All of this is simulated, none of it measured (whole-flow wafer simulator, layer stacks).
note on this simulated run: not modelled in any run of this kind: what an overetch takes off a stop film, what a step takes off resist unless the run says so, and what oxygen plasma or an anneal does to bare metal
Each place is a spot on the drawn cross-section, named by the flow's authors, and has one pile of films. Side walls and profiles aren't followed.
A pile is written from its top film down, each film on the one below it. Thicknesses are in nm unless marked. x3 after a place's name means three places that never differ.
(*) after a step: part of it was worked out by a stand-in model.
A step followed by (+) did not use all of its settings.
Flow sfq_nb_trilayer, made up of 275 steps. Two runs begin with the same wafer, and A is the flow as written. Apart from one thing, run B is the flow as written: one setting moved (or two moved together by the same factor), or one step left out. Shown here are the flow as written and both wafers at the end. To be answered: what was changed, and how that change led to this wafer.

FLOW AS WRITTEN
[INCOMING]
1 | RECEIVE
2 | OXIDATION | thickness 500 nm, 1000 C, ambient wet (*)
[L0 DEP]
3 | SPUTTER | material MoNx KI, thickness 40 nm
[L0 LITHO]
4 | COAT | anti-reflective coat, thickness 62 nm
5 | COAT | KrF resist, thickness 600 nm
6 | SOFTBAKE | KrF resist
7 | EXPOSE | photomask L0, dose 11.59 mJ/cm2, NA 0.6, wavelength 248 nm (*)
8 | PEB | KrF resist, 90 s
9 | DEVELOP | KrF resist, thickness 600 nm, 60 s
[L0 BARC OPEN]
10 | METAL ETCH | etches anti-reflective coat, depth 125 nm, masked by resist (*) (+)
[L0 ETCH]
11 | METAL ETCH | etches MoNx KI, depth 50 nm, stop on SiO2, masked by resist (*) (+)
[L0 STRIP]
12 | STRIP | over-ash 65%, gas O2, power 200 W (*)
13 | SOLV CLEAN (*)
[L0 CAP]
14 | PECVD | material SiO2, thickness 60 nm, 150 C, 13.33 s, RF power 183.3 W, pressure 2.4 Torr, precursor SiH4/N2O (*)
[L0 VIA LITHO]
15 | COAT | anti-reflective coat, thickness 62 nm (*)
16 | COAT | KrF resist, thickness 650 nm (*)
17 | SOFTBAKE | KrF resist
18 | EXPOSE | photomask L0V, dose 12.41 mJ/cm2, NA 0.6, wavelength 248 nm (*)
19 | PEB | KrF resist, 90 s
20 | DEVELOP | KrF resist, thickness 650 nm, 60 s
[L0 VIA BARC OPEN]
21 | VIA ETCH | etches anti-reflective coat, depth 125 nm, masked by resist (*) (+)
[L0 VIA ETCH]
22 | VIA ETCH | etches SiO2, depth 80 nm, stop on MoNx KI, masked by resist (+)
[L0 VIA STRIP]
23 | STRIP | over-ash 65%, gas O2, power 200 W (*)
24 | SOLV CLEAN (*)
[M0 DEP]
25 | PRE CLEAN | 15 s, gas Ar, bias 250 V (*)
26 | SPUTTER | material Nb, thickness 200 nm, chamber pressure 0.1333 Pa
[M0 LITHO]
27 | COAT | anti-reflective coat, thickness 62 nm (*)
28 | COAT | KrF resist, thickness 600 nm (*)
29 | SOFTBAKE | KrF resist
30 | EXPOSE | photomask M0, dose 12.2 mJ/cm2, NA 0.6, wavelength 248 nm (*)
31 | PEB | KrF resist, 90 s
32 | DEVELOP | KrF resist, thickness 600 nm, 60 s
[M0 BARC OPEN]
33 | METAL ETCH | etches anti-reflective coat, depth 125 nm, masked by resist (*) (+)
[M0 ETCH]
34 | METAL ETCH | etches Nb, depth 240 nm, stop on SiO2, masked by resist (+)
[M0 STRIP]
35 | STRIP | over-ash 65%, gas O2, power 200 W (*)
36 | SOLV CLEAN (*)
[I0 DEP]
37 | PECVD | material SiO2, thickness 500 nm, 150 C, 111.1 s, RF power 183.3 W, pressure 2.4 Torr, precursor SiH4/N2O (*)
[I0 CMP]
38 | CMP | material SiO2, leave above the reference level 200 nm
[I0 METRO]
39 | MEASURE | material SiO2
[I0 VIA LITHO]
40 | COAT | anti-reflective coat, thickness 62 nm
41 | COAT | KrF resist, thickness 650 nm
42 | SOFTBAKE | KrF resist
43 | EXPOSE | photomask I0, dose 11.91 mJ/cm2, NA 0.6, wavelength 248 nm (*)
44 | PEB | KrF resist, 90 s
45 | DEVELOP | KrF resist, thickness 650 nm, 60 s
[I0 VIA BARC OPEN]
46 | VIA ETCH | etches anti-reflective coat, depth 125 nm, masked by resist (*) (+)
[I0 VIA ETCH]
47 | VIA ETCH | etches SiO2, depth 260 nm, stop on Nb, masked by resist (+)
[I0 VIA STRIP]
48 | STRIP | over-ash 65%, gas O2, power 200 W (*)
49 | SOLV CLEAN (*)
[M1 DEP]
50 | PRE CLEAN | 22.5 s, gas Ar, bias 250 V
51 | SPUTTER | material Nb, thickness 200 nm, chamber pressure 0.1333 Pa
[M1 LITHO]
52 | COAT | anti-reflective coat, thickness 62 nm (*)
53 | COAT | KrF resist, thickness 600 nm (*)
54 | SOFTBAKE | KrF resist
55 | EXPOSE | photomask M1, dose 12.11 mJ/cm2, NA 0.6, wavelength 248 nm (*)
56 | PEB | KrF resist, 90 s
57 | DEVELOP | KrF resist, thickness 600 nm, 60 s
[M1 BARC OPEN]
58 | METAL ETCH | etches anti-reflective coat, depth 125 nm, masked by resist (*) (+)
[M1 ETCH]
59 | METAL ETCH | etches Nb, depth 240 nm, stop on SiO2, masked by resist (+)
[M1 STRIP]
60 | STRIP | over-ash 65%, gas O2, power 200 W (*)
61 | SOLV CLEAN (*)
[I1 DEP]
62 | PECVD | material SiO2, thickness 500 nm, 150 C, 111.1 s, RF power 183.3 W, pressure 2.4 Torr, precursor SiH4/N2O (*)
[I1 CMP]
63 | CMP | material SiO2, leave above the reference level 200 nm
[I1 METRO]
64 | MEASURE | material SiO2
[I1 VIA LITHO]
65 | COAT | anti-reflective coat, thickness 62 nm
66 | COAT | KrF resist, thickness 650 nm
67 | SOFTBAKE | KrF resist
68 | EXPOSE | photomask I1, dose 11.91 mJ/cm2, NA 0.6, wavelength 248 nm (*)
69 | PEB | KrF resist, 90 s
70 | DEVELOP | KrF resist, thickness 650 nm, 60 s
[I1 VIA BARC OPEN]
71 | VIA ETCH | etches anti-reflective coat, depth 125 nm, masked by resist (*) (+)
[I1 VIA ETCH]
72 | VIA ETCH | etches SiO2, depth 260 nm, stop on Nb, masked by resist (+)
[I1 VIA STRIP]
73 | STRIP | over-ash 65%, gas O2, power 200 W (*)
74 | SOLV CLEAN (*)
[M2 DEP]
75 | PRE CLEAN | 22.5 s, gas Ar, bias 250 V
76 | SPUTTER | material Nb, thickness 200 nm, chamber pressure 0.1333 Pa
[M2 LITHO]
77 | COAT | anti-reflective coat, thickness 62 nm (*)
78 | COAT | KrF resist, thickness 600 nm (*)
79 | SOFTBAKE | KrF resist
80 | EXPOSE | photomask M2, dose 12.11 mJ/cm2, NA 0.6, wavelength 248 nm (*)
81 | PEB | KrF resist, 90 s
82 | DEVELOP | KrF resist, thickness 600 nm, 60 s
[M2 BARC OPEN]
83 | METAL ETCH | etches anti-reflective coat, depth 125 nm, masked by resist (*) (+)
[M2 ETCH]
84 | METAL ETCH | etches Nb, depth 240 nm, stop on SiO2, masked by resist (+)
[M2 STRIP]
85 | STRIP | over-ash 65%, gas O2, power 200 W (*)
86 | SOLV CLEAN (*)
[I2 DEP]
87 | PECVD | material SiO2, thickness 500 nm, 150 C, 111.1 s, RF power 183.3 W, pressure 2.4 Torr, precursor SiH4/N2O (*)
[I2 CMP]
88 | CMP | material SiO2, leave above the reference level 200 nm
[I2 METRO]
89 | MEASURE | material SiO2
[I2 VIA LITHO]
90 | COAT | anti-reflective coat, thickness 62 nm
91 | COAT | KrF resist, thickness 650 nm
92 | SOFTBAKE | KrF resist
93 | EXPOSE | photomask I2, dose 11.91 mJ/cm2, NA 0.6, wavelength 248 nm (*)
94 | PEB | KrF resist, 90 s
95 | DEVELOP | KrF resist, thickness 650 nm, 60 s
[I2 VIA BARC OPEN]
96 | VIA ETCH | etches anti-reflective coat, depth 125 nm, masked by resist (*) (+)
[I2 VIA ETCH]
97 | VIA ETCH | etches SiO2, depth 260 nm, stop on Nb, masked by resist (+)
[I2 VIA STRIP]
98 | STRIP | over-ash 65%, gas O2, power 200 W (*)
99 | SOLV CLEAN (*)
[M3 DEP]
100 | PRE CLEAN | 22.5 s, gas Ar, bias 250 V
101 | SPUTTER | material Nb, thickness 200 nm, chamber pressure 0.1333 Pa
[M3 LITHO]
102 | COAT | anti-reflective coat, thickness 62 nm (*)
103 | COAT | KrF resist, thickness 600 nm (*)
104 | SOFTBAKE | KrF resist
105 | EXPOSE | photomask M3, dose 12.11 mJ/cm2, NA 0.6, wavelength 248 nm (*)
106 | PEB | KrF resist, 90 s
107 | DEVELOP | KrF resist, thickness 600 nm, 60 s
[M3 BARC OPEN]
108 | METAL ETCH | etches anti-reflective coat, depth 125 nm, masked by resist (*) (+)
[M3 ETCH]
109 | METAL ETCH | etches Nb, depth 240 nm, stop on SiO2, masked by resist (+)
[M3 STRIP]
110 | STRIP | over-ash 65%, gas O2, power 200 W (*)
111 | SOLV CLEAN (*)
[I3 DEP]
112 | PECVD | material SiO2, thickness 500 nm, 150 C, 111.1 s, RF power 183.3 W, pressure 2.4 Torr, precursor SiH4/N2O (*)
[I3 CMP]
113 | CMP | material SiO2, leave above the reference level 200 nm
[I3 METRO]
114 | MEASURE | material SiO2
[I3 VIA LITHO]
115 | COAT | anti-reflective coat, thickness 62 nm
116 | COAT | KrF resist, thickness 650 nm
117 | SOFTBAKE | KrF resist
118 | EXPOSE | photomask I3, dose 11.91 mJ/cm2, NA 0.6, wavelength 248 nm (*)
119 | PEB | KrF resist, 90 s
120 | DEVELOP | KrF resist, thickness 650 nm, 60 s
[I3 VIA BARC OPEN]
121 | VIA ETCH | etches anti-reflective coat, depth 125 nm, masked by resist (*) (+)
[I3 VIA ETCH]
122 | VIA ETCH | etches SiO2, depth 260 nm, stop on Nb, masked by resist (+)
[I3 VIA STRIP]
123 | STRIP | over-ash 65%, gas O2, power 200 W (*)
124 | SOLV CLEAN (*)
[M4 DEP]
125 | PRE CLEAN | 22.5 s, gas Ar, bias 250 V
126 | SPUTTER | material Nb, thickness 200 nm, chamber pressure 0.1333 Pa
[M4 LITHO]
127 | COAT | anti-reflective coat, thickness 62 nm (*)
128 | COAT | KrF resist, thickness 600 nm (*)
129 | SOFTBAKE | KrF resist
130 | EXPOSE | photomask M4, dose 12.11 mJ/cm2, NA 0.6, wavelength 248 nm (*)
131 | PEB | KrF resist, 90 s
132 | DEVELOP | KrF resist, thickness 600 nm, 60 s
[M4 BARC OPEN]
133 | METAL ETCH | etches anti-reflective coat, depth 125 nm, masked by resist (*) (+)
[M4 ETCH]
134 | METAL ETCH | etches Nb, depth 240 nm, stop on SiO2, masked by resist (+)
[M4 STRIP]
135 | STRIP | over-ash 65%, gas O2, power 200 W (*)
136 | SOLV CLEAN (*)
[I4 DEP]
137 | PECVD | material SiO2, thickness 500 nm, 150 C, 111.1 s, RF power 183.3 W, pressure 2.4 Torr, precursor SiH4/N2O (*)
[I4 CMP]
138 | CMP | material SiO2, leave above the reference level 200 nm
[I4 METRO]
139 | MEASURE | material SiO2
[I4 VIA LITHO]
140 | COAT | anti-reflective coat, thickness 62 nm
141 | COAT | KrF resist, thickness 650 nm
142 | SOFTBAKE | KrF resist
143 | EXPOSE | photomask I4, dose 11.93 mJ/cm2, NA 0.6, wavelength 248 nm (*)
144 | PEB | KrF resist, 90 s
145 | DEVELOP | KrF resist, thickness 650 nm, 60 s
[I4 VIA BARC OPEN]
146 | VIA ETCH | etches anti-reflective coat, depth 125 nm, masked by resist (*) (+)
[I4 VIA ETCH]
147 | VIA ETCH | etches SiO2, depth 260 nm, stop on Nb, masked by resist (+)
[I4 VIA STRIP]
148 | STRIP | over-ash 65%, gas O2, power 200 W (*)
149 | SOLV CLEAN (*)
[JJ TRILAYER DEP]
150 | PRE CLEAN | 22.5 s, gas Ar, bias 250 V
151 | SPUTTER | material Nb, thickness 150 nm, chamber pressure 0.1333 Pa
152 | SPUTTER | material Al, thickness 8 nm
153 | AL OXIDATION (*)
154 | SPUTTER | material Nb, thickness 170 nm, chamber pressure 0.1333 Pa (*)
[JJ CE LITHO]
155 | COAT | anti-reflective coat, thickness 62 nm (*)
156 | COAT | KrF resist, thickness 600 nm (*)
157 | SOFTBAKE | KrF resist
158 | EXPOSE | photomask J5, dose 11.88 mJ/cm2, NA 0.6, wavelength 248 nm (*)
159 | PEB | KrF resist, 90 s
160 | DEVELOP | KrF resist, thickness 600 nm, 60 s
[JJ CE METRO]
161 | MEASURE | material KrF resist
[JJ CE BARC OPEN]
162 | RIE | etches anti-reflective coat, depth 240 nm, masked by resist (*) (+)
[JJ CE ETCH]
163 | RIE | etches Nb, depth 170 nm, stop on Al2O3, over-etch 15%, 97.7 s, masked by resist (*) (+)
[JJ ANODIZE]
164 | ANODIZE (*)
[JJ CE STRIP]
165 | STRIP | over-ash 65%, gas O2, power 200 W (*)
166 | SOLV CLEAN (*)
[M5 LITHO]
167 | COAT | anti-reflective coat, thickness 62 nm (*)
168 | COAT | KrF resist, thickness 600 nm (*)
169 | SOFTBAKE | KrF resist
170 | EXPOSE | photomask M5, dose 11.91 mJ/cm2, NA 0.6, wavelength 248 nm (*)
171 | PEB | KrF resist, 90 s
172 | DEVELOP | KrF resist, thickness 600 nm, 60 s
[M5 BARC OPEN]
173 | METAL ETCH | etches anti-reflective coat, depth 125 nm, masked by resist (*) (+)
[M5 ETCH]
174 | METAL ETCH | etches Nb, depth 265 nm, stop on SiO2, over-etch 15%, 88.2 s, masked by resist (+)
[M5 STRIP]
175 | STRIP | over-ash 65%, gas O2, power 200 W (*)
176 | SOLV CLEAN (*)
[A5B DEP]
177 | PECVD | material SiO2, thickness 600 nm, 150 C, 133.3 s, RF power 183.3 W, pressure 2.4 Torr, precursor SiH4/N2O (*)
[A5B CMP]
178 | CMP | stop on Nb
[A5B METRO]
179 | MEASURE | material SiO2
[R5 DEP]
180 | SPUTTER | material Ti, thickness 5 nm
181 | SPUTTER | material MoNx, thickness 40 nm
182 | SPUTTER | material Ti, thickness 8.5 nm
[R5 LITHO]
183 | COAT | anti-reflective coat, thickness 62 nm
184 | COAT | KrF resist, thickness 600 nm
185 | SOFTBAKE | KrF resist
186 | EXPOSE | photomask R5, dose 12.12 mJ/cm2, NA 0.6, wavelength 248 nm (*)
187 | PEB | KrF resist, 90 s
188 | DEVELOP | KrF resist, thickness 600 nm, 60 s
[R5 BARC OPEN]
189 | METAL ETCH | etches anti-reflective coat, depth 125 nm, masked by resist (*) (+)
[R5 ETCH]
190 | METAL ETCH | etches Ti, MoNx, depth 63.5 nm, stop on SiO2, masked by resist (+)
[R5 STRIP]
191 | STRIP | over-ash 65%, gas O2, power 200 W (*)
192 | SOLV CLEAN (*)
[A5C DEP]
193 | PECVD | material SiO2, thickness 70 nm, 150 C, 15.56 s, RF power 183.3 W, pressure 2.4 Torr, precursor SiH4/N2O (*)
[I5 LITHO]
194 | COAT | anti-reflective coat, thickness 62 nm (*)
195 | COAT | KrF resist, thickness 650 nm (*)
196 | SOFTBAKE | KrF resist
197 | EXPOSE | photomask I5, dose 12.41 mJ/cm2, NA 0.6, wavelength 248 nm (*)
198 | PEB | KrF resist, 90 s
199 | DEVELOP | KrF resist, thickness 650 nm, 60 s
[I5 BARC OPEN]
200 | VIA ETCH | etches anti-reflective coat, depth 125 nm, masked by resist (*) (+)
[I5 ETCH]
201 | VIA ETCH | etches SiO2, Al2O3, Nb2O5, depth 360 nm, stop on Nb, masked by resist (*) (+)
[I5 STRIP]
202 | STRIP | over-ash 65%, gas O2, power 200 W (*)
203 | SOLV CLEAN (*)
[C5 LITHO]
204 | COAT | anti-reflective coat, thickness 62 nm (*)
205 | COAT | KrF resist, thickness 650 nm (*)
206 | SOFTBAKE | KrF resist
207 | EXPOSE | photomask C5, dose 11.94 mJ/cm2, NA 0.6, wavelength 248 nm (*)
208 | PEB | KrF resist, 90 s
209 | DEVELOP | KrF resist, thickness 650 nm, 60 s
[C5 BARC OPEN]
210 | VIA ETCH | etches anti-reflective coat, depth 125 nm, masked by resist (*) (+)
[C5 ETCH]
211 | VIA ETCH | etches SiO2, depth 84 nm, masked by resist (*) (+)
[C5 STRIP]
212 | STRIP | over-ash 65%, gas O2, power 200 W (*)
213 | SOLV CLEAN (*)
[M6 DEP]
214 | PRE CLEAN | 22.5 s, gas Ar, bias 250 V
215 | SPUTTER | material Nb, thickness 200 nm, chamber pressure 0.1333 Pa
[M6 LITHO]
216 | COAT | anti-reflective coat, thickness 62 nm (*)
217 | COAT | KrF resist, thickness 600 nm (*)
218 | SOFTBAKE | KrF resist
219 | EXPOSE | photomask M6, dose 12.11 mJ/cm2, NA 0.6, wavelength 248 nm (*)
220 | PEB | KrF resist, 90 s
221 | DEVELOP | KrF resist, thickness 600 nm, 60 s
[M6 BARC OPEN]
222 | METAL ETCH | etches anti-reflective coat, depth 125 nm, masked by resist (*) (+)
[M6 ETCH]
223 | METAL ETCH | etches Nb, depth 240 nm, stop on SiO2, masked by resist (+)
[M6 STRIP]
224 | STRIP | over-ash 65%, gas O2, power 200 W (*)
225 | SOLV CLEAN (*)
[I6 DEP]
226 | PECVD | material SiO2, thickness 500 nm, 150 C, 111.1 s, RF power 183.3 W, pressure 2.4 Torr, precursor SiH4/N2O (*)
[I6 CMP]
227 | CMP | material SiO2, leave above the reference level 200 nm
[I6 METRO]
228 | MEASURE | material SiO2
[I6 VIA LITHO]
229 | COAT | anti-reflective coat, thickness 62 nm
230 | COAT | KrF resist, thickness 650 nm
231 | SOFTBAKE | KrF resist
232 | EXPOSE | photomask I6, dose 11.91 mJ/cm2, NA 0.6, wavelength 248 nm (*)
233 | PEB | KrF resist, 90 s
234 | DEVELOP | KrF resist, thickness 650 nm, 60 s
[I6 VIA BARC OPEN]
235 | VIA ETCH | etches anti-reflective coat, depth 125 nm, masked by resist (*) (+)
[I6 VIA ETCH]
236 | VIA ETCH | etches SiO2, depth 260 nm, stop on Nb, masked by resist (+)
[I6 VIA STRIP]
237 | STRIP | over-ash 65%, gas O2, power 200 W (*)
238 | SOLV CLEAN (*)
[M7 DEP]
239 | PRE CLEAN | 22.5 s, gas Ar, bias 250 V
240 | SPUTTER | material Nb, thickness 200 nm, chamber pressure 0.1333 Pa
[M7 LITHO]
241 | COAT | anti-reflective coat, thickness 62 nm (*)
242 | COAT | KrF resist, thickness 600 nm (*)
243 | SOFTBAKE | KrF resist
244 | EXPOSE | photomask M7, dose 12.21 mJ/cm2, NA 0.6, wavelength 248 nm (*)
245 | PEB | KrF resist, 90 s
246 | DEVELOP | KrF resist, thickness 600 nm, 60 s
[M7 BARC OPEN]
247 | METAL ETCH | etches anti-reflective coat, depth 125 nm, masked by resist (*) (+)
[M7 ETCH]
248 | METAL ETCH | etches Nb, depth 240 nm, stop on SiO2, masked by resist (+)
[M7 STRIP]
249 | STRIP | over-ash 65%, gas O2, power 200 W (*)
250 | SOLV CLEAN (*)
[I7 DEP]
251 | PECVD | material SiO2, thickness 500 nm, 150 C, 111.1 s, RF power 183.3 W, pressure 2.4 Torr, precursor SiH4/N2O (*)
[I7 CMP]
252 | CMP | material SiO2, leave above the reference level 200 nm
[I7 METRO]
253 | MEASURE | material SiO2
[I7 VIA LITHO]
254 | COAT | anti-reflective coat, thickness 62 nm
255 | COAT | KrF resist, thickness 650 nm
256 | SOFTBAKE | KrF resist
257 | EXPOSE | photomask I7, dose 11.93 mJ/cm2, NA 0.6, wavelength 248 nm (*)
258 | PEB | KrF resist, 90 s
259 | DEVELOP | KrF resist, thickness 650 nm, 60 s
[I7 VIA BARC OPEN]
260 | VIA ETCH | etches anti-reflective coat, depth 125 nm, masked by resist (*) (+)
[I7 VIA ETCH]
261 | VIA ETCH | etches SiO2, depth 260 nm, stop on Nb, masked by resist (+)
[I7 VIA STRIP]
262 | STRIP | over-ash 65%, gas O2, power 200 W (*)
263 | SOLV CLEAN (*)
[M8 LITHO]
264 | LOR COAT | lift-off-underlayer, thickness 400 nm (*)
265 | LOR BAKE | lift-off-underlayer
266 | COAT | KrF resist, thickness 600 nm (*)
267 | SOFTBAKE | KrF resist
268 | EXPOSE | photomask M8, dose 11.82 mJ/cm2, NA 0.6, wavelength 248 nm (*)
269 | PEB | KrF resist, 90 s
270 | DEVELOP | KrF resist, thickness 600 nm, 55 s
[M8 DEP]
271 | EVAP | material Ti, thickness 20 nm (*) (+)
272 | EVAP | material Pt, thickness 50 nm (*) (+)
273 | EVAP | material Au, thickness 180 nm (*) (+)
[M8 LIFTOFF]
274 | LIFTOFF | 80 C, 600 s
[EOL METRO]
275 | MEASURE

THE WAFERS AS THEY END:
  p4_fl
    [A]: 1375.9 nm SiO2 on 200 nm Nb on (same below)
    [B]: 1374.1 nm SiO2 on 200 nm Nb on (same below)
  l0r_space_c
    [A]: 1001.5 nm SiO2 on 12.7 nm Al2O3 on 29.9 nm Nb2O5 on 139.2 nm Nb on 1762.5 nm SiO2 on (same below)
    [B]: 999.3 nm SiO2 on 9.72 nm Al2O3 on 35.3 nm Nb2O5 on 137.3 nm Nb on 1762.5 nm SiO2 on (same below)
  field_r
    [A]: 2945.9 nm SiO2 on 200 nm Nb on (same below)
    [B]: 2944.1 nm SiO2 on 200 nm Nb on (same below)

What caused this: step 152, SPUTTER: thickness 6.2 nm was run, though the flow has thickness 8 nm.

The path from the change to this, step by step:
  152 | SPUTTER | material Al, thickness 8 nm
      field_l, v_sur, via_sp and 100 more: A Al gains 8 (new film) | B Al gains 6.2 (new film)
      via_wl, via_wr: A Al gains 5.14 (new film) | B Al gains 3.98 (new film)
      (also at 1 further place)
  164 | ANODIZE (*)
      field_l, v_sur, via_sp and 96 more: A Al2O3 gains 12.2, Nb2O5 gains 29.9 (new film), Al loses 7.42 (all of it), Nb loses 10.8 | B Al2O3 gains 9.27, Nb2O5 gains 35.3 (new film), Al loses 5.62 (all of it), Nb loses 12.7
      via_wl, via_wr: A Al2O3 gains 7.52 (new film), Nb2O5 gains 39.2 (new film), Al loses 4.56 (all of it), Nb loses 14.1 | B Al2O3 gains 5.61 (new film), Nb2O5 gains 42.6 (new film), Al loses 3.4 (all of it), Nb loses 15.3
      (also at 1 further place)
  167 | COAT | anti-reflective coat, thickness 62 nm (*)
      ce_l: A anti-reflective coat gains 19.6 (new film) | B anti-reflective coat gains 18.9 (new film)
      ce_r: A anti-reflective coat gains 19.7 (new film) | B anti-reflective coat gains 18.9 (new film)
  174 | METAL ETCH | etches Nb, depth 265 nm, stop on SiO2, over-etch 15%, 88.2 s, masked by resist (+)
      field_l, r_sur, res and 49 more: A Al2O3 loses 12.6 (all of it), Nb2O5 loses 29.9 (all of it), Nb loses 139.2 (all of it), SiO2 loses 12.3 | B Al2O3 loses 9.66 (all of it), Nb2O5 loses 35.3 (all of it), Nb loses 137.3 (all of it), SiO2 loses 12.3
      wl_a_sl: A Al2O3 loses 12.6 (all of it), Nb2O5 loses 29.9 (all of it), Nb loses 139.2 (all of it), SiO2 loses 12.3 | B Al2O3 loses 9.65 (all of it), Nb2O5 loses 35.3 (all of it), Nb loses 137.3 (all of it), SiO2 loses 12.3
  175 | STRIP | over-ash 65%, gas O2, power 200 W (*)
      ce_l: A KrF resist loses 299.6 (all of it), anti-reflective coat loses 19.6 (all of it) | B KrF resist loses 301.9 (all of it), anti-reflective coat loses 18.9 (all of it)
      ce_r: A KrF resist loses 299.9 (all of it), anti-reflective coat loses 19.7 (all of it) | B KrF resist loses 302.2 (all of it), anti-reflective coat loses 18.9 (all of it)
  201 | VIA ETCH | etches SiO2, Al2O3, Nb2O5, depth 360 nm, stop on Nb, masked by resist (*) (+)
      be: A SiO2 loses 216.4 (all of it), Al2O3 loses 12.7 (all of it), Nb2O5 loses 29.9 (all of it) | B SiO2 loses 214.1 (all of it), Al2O3 loses 9.72 (all of it), Nb2O5 loses 35.3 (all of it)
